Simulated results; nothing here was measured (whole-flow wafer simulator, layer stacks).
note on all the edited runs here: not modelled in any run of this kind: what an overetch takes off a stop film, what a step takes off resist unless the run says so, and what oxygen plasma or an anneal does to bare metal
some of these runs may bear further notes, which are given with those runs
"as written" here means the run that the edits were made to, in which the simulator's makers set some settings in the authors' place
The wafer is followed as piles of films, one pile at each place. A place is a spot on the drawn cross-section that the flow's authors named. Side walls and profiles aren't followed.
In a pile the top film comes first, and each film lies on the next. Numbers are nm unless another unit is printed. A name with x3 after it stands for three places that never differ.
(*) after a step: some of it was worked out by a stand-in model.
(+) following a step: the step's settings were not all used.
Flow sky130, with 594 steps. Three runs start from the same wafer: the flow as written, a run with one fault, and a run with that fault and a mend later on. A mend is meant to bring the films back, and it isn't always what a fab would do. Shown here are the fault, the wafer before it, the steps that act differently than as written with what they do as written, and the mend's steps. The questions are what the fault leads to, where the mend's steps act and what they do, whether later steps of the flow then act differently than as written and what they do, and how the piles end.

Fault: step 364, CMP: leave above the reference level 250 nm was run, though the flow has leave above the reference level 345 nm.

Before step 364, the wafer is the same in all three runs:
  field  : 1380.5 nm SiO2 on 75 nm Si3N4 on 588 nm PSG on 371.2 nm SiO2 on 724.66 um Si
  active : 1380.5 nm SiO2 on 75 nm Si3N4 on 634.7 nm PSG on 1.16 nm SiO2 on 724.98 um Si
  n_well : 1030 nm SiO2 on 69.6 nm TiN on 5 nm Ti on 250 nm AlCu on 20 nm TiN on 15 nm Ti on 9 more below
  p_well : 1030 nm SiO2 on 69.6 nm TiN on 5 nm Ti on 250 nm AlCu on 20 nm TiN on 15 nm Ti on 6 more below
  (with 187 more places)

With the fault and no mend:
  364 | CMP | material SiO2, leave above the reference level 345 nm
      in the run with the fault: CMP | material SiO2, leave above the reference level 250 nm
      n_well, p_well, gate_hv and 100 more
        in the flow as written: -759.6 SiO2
        in the run with the fault: -854.6 SiO2
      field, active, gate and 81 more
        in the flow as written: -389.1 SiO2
        in the run with the fault: -484.1 SiO2
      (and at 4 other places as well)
  Steps later in the flow that act otherwise than as written (not shown: 7 more steps that differ only slightly, by at most 2% or 0.5 nm, whichever is larger):
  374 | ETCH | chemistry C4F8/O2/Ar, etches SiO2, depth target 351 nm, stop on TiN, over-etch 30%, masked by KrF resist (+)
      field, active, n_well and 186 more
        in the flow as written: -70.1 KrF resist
        in the run with the fault: -45.4 KrF resist
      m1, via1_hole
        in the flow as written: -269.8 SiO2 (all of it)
        in the run with the fault: -174.8 SiO2 (all of it)
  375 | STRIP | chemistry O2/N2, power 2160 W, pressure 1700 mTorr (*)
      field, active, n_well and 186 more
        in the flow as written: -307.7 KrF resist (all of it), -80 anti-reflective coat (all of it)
        in the run with the fault: -332.4 KrF resist (all of it), -80 anti-reflective coat (all of it)
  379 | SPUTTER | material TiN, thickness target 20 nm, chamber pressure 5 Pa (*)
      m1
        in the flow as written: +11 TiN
        in the run with the fault: +12.9 TiN
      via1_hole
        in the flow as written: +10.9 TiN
        in the run with the fault: +12.9 TiN
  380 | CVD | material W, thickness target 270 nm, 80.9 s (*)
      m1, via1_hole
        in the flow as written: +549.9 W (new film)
        in the run with the fault: +452.9 W (new film)
  At field, active, n_well and 190 more, the piles at the end differ from the flow's by more than 2% or 0.5 nm, whichever is larger.
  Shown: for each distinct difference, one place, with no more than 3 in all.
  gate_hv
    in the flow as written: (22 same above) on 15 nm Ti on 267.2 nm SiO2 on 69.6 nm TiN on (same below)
    in the run with the fault: (22 same above) on 15 nm Ti on 172.2 nm SiO2 on 69.6 nm TiN on (same below)
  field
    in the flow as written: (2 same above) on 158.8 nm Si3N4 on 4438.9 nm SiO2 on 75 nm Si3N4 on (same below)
    in the run with the fault: (2 same above) on 158.8 nm Si3N4 on 4343.9 nm SiO2 on 75 nm Si3N4 on (same below)
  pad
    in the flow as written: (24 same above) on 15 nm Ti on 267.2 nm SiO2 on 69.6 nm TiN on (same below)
    in the run with the fault: (24 same above) on 15 nm Ti on 172.2 nm SiO2 on 69.6 nm TiN on (same below)

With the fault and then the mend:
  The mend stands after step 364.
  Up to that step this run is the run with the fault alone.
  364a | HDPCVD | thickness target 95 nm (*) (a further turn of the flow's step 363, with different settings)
      field, active, n_well and 188 more
        +95 SiO2
  Every later step of the flow that is run acts as written, at every place that is followed, to within 2% or 0.5 nm, whichever is larger.
  At every place that both follow, the piles at the end match the flow's.
